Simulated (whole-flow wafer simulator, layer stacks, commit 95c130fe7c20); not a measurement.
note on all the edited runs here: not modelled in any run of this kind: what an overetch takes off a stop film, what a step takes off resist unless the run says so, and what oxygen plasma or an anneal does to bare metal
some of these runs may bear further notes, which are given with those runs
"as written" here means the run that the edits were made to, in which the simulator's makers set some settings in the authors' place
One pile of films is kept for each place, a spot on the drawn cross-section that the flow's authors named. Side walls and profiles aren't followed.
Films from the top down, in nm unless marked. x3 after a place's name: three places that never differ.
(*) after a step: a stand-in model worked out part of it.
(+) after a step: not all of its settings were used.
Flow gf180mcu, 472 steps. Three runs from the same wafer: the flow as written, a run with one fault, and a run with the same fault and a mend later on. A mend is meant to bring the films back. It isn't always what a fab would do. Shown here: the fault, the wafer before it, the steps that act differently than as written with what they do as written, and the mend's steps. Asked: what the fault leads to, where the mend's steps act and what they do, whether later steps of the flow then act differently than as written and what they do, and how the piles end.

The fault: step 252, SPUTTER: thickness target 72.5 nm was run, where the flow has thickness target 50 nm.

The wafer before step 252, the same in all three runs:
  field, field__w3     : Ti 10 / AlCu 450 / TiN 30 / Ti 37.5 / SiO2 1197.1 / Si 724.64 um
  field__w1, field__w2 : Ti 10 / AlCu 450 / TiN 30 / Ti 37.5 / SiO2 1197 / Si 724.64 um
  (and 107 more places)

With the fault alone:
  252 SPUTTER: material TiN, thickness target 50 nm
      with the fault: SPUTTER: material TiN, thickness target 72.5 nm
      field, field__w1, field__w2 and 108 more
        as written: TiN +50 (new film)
        with the fault: TiN +72.5 (new film)
  Later steps of the flow that act differently than as written (3 more steps differ only slightly, by at most 2% or 0.5 nm, whichever is larger, and aren't shown):
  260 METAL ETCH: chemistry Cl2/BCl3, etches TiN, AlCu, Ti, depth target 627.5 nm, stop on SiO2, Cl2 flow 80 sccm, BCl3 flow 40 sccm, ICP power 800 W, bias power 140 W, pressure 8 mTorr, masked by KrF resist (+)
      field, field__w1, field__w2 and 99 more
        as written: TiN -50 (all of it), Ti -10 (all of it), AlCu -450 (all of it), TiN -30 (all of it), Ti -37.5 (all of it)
        with the fault: TiN -72.5 (all of it), Ti -10 (all of it), AlCu -450 (all of it), TiN -30 (all of it), Ti -37.5 (all of it)
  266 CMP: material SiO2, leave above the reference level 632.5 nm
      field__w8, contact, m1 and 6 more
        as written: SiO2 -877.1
        with the fault: SiO2 -899.6
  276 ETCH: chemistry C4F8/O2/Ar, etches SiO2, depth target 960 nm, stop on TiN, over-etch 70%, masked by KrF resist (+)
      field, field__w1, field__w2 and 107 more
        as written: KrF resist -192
        with the fault: KrF resist -187
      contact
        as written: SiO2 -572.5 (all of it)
        with the fault: SiO2 -550 (all of it)
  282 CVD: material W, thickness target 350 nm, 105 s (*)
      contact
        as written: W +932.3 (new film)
        with the fault: W +909.6 (new film)
  At the end the piles differ from the flow's by more than 2% or 0.5 nm, whichever is larger, at field__w8, contact, m1 and 6 more.
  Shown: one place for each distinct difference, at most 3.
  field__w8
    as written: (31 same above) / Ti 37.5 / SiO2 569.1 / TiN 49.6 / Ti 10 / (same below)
    with the fault: (31 same above) / Ti 37.5 / SiO2 546.6 / TiN 72.1 / Ti 10 / (same below)
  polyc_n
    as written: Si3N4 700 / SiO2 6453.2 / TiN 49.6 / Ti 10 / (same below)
    with the fault: Si3N4 700 / SiO2 6430.7 / TiN 72.1 / Ti 10 / (same below)
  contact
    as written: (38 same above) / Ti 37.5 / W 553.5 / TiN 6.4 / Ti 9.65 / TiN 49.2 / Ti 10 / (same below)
    with the fault: (38 same above) / Ti 37.5 / W 530.8 / TiN 6.49 / Ti 9.78 / TiN 71.7 / Ti 10 / (same below)

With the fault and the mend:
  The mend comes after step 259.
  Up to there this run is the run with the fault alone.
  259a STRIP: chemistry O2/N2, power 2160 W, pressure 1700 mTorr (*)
      field__w8, contact, m1 and 6 more
        KrF resist -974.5 (all of it)
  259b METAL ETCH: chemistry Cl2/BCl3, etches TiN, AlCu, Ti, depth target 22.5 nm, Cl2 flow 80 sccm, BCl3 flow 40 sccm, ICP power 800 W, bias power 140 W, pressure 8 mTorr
      field, field__w1, field__w2 and 108 more
        TiN -22.5
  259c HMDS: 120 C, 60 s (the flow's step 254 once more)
      changes no film at any place that is followed
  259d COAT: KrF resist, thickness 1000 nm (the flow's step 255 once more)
      field, field__w1, field__w2 and 108 more
        KrF resist +1000 (new film)
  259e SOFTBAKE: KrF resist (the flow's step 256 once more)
      changes no film at any place that is followed
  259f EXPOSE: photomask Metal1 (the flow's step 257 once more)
      changes no film at any place that is followed
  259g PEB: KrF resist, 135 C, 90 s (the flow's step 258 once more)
      field, field__w1, field__w2 and 108 more
        KrF resist -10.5
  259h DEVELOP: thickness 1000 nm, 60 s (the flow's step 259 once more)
      field, field__w1, field__w2 and 99 more
        KrF resist -989.5 (all of it)
      field__w8, contact, m1 and 6 more
        KrF resist -14.9
  No later step of the flow acts differently than as written at any place that is followed.
  At the end the piles are the same as the flow's at every place that both follow.
